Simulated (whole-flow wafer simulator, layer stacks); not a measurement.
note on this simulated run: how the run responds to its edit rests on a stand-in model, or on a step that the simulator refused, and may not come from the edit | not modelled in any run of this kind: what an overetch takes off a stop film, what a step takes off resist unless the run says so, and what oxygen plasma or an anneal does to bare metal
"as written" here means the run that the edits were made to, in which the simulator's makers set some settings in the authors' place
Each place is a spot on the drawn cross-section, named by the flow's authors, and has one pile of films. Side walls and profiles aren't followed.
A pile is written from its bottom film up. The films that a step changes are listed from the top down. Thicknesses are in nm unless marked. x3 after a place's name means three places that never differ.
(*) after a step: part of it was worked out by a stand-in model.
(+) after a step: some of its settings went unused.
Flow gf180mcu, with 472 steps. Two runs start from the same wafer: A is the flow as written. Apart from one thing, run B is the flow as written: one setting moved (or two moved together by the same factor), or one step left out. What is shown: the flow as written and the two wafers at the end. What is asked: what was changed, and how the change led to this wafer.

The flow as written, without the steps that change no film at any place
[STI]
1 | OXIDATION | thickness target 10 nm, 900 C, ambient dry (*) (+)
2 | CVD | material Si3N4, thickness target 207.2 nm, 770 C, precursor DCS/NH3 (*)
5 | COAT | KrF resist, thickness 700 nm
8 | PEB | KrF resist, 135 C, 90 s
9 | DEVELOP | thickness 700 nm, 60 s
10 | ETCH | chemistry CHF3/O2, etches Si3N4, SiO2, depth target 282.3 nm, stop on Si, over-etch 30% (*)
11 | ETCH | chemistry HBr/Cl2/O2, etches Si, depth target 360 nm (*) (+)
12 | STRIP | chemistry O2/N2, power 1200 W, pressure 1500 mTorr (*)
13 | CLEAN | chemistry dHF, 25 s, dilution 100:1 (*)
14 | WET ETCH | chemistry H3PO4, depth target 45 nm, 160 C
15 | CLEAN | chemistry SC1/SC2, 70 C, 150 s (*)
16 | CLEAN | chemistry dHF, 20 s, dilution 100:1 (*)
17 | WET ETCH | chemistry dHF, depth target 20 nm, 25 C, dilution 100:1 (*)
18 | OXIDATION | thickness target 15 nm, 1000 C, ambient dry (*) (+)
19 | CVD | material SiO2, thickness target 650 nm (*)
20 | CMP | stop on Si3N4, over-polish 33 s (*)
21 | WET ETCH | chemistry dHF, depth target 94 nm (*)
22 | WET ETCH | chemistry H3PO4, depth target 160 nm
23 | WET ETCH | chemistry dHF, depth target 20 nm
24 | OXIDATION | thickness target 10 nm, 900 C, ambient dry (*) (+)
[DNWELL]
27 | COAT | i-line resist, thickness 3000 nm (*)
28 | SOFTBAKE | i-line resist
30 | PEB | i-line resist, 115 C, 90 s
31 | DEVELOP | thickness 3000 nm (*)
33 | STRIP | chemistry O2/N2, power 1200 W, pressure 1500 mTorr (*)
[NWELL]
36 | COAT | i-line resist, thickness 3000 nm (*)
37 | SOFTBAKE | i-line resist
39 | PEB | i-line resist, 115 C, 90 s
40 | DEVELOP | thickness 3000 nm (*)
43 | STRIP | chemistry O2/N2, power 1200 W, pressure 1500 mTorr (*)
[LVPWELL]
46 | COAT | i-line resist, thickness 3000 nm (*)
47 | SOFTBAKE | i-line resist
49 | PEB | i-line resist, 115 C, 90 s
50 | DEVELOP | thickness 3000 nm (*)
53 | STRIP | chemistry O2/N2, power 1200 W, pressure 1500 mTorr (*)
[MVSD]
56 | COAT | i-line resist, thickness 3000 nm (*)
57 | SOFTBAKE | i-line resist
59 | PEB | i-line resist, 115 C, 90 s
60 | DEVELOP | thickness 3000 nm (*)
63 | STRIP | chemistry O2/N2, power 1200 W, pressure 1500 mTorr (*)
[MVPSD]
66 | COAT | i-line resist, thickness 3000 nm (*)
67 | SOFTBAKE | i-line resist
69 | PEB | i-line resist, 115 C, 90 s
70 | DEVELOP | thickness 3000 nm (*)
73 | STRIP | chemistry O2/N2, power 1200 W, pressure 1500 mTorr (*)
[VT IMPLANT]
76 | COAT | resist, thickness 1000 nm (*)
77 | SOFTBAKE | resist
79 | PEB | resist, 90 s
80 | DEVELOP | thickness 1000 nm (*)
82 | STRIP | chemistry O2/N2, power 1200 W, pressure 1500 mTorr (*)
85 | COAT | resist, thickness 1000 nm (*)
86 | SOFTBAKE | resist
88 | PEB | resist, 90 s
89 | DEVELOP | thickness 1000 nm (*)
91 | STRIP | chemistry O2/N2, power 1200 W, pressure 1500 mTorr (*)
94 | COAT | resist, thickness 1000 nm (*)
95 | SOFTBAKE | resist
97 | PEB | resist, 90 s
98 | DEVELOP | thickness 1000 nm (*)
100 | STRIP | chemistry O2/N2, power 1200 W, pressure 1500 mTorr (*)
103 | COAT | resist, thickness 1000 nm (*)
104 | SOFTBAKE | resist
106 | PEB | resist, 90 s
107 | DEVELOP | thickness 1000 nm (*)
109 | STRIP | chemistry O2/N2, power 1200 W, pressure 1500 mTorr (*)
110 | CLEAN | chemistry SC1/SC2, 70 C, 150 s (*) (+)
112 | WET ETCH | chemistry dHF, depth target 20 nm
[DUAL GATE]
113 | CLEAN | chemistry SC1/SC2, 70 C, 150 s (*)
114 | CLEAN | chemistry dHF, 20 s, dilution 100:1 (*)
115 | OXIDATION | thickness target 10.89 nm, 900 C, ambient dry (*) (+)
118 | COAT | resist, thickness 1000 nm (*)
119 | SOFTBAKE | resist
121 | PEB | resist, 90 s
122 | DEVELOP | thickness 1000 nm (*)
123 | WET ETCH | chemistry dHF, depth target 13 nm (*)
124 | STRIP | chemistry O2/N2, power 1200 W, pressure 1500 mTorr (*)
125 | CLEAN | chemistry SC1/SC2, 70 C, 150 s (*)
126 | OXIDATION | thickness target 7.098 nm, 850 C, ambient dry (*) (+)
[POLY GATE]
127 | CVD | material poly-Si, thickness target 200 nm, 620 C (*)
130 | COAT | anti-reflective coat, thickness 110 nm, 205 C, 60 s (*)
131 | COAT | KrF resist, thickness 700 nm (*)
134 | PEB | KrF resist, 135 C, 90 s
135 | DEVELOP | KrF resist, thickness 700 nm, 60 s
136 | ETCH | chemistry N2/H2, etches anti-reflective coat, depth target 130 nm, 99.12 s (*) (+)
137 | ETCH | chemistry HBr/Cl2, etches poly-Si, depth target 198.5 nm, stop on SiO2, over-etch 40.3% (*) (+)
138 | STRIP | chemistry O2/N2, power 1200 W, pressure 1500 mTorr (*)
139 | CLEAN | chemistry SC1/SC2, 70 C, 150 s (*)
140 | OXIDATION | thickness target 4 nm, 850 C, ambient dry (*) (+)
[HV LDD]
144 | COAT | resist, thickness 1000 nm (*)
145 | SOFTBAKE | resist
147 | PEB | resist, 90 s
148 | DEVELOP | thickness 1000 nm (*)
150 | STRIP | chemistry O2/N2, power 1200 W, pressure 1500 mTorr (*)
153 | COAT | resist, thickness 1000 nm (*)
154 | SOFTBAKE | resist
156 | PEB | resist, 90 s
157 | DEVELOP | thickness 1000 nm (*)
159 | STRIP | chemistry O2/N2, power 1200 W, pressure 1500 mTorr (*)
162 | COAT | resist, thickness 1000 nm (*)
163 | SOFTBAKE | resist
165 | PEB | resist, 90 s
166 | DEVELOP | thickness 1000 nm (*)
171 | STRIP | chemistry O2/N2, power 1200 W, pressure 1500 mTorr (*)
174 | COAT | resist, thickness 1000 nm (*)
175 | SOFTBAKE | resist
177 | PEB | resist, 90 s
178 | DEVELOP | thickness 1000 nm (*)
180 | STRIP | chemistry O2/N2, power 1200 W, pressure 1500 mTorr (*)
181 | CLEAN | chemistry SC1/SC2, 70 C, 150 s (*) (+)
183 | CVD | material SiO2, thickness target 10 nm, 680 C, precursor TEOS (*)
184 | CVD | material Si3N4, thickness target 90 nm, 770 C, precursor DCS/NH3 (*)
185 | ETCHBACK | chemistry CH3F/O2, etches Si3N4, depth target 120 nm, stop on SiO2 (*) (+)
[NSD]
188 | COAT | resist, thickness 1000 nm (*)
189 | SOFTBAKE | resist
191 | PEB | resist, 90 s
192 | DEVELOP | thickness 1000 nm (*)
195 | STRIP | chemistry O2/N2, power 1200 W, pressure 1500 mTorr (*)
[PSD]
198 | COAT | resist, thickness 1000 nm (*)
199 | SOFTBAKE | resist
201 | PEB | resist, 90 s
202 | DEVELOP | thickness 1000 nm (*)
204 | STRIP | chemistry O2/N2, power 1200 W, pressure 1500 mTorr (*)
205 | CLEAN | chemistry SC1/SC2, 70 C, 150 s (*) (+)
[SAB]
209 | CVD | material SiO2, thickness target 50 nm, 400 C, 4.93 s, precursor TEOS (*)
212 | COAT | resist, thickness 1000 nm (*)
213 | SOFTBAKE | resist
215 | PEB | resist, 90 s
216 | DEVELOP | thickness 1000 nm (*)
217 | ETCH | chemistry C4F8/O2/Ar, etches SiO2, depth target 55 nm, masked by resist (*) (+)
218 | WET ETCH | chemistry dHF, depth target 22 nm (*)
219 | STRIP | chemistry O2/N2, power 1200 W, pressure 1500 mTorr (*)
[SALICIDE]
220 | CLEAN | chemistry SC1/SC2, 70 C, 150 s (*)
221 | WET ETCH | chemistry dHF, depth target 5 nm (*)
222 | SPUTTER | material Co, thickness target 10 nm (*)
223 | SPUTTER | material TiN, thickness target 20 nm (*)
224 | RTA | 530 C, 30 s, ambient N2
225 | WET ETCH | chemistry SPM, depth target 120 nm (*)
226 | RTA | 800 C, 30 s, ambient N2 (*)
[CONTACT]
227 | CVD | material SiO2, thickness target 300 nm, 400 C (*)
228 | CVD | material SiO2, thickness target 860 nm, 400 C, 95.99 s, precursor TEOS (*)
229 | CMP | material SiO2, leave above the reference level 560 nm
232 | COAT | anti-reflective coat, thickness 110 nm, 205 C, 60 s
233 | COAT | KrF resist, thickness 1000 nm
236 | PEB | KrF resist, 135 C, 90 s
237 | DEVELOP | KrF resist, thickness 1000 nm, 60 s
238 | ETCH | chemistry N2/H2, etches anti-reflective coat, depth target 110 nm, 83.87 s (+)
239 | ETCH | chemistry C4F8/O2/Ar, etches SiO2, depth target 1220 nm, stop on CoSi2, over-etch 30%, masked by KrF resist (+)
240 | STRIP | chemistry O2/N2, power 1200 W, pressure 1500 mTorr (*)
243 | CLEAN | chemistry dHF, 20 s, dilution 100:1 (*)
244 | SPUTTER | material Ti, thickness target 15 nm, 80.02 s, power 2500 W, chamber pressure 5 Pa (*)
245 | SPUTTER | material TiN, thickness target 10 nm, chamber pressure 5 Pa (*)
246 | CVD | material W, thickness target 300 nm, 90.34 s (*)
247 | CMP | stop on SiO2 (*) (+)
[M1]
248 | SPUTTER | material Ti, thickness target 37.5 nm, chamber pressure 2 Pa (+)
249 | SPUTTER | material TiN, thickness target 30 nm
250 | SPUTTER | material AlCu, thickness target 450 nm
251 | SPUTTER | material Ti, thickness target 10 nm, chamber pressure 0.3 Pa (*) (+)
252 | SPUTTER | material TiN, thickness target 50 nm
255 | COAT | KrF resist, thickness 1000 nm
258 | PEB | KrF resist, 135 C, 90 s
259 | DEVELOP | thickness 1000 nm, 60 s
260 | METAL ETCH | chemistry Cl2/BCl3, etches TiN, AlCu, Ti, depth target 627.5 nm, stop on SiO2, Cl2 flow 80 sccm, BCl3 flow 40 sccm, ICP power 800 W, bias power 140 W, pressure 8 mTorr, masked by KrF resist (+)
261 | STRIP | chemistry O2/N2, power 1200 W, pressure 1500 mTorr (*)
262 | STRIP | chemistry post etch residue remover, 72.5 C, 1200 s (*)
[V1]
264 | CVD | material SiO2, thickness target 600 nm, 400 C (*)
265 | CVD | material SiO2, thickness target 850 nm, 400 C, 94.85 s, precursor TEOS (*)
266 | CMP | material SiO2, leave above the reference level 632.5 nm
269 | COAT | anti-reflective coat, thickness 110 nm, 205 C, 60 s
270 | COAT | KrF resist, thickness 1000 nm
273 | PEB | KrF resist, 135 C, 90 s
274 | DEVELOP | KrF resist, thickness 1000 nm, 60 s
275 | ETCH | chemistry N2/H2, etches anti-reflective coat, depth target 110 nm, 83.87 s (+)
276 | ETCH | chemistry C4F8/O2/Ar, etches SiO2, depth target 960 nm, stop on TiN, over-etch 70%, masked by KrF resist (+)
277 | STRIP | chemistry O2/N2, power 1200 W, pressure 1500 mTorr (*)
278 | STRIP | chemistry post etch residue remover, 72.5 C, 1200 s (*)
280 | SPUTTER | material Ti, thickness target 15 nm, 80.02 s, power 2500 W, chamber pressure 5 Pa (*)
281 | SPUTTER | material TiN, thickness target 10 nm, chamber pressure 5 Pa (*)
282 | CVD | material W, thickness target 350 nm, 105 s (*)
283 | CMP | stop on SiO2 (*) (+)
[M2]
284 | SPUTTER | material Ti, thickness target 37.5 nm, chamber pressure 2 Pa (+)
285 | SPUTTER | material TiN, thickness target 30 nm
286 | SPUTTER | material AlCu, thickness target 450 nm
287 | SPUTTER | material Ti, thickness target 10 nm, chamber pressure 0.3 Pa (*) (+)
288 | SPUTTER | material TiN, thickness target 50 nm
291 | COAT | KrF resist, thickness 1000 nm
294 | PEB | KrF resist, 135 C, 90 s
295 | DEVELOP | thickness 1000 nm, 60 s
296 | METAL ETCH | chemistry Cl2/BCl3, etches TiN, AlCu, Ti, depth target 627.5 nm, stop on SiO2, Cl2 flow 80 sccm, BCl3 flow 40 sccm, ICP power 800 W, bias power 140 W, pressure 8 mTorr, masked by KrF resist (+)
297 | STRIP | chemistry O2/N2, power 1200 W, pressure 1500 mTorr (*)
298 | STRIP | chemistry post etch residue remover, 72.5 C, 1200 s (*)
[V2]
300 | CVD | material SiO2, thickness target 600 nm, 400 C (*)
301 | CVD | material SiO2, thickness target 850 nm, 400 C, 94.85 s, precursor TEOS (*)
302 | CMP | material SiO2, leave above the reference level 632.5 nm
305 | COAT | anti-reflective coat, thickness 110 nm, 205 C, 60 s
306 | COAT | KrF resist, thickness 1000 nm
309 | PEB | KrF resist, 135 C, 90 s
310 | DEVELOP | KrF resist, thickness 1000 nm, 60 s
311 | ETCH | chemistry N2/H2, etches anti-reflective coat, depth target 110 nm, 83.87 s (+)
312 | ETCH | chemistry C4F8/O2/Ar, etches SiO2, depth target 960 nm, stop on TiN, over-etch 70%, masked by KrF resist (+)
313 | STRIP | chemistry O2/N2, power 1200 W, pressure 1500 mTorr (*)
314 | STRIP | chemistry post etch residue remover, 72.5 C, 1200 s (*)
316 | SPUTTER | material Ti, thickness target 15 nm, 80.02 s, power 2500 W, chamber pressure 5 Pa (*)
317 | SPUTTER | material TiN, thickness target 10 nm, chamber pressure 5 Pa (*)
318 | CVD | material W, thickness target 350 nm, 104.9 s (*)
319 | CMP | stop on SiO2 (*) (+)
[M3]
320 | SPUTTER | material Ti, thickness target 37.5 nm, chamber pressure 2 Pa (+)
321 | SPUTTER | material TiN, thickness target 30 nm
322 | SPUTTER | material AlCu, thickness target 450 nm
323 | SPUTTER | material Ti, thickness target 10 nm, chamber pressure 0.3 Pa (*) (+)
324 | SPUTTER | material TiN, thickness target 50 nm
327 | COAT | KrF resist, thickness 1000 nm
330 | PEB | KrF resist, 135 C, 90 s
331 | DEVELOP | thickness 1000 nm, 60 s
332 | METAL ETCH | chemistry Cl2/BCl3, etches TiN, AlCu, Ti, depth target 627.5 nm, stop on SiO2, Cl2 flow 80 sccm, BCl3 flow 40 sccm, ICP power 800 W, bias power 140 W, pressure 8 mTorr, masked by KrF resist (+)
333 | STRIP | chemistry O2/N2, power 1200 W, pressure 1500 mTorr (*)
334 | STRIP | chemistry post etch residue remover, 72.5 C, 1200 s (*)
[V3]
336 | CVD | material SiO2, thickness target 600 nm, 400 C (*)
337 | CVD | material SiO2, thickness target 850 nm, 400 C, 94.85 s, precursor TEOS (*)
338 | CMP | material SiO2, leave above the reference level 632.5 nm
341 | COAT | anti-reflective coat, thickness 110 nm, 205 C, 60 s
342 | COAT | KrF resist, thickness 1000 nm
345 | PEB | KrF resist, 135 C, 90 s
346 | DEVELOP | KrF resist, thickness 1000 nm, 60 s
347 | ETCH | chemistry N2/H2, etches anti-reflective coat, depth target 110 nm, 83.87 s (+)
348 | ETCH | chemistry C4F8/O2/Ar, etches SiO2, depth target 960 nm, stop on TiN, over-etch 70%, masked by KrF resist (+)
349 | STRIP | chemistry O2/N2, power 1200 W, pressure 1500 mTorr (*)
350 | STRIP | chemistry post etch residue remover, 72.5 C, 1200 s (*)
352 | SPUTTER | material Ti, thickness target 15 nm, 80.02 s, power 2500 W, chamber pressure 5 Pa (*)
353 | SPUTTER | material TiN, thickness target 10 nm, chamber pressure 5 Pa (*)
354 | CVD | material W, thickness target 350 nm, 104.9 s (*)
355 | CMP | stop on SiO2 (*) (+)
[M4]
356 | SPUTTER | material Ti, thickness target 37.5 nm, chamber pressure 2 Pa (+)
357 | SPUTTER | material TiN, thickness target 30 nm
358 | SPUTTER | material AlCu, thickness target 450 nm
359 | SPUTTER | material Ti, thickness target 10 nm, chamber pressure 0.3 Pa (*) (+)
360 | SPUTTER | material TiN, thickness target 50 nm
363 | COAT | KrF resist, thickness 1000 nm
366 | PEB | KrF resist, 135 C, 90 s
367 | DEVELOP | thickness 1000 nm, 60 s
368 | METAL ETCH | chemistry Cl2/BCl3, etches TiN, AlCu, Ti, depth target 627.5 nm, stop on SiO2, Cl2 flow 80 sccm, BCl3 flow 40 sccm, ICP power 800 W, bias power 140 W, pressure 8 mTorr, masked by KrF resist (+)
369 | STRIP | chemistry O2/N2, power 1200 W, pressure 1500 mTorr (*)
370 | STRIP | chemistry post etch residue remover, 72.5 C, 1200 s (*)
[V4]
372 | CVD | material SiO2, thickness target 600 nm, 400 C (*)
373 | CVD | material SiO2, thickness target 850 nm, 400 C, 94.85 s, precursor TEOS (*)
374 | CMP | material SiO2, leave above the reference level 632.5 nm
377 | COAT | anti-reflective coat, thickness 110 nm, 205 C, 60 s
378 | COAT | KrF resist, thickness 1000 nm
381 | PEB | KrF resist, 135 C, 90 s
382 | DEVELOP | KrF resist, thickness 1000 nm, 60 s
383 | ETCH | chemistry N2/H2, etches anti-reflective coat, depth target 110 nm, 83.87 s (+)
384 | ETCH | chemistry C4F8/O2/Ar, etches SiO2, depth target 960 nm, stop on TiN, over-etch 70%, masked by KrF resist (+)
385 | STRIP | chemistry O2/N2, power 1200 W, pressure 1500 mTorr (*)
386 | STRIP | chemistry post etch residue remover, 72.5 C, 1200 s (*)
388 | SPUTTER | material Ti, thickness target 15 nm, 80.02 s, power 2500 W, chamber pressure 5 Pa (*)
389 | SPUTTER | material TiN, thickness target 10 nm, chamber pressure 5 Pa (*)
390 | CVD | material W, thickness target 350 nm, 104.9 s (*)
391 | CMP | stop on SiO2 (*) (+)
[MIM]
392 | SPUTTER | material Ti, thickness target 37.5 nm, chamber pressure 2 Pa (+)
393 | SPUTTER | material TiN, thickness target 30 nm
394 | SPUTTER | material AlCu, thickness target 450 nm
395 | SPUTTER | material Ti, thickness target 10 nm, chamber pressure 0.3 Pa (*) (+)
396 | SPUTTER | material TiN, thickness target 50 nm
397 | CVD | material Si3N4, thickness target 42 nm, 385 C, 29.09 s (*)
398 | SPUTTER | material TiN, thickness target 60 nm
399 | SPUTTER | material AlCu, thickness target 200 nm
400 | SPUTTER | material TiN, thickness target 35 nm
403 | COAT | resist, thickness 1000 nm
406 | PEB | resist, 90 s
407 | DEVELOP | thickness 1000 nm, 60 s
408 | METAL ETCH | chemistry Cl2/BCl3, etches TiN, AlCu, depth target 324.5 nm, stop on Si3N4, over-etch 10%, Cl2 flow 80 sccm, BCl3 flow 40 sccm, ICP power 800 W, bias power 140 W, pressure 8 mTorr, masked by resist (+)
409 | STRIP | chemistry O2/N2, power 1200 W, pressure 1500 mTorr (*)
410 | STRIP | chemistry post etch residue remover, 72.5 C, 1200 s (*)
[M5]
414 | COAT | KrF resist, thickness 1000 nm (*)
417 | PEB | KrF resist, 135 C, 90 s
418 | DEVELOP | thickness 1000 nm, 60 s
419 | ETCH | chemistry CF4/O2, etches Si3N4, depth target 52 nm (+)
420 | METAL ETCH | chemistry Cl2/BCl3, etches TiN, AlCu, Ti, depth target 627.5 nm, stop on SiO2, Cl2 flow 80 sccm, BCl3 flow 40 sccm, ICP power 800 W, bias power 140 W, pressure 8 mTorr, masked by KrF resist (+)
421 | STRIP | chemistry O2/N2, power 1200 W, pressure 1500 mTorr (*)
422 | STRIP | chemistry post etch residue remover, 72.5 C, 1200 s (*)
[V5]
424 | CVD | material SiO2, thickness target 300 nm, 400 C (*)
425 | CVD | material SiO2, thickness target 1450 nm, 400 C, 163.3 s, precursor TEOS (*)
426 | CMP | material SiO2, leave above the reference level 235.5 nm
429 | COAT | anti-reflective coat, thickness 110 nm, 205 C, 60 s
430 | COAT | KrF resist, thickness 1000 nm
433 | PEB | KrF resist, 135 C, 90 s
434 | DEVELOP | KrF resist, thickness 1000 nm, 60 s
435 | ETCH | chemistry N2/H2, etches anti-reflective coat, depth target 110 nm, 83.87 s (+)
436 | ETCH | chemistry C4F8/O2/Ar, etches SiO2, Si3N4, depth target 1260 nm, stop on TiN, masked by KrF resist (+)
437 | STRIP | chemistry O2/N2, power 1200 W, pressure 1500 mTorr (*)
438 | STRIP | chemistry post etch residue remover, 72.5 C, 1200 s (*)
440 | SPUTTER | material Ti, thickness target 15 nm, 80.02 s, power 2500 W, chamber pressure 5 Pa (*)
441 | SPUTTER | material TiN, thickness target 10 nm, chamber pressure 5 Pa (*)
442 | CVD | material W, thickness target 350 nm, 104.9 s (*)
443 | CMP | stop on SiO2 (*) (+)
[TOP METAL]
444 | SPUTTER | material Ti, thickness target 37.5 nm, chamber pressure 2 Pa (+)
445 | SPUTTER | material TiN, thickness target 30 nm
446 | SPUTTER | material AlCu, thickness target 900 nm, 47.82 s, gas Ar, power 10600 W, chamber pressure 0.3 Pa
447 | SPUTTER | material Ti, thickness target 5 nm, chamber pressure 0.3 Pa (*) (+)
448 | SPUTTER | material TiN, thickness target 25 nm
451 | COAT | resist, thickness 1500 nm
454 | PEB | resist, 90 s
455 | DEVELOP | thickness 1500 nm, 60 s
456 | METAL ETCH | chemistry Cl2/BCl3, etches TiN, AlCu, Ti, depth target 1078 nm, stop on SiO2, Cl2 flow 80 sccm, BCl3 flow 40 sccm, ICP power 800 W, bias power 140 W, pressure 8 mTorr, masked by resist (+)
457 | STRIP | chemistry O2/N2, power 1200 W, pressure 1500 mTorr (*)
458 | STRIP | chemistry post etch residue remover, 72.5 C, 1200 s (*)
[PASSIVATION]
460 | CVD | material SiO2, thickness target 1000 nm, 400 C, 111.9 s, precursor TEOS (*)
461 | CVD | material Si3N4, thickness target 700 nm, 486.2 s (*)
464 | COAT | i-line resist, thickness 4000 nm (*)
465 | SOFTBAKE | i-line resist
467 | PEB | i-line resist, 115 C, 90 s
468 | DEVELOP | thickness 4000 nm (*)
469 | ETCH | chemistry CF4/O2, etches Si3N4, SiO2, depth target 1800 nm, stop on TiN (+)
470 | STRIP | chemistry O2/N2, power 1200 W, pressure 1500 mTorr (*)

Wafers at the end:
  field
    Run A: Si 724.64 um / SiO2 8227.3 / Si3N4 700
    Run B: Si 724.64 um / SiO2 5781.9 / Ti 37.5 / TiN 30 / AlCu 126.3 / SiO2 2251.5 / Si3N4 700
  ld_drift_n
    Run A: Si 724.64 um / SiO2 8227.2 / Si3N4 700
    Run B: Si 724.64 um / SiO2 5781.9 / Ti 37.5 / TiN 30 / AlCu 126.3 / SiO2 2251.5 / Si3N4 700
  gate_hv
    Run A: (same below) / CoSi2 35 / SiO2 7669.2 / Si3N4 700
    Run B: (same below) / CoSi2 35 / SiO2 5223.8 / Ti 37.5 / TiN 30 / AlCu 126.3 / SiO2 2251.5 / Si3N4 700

What caused this: step 420, METAL ETCH: depth target 376.5 nm was run, while the flow as written has depth target 627.5 nm.

The path from the change to this, step by step:
  420 | METAL ETCH | chemistry Cl2/BCl3, etches TiN, AlCu, Ti, depth target 627.5 nm, stop on SiO2, Cl2 flow 80 sccm, BCl3 flow 40 sccm, ICP power 800 W, bias power 140 W, pressure 8 mTorr, masked by KrF resist (+)
      field, field__w1, field__w2 and 101 more: A TiN loses 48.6 (all of it), Ti loses 10 (all of it), AlCu loses 450 (all of it), TiN loses 30 (all of it), Ti loses 37.5 (all of it) | B TiN loses 48.6 (all of it), Ti loses 10 (all of it), AlCu loses 317.9
      field__w4, field__w8, contact, m1, m1__w1, mim, mim_1p0, m1_nw: A KrF resist loses 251 | B KrF resist loses 150.6
  421 | STRIP | chemistry O2/N2, power 1200 W, pressure 1500 mTorr (*)
      field__w8, m1__w1: A KrF resist loses 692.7 (all of it) | B KrF resist loses 793.1 (all of it)
      contact, m1: A KrF resist loses 693.2 (all of it) | B KrF resist loses 793.6 (all of it)
      (and at 4 other places as well)
  422 | STRIP | chemistry post etch residue remover, 72.5 C, 1200 s (*)
      field, field__w1, field__w2 and 101 more: A nothing | B AlCu loses 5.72
  424 | CVD | material SiO2, thickness target 300 nm, 400 C (*)
      field, field__w1, field__w2 and 101 more: A SiO2 gains 300 | B SiO2 gains 300 (new film)
  426 | CMP | material SiO2, leave above the reference level 235.5 nm
      field, field__w1, field__w5 and 92 more: A SiO2 loses 300.8 | B SiO2 loses 494.7
      field__w2, field__w3, field__w12 and 6 more: A SiO2 loses 272.7 | B SiO2 loses 475.3
With metal films that touch counted as one body, field has 1 body; the flow as written gives 0 bodies.
With metal films that touch counted as one body, ld_drift_n has 1 body; the flow as written gives 0 bodies.
With metal films that touch counted as one body, gate_hv has 2 bodies (between them, from the top down: SiO2 5223.8); the flow as written gives 1 body.
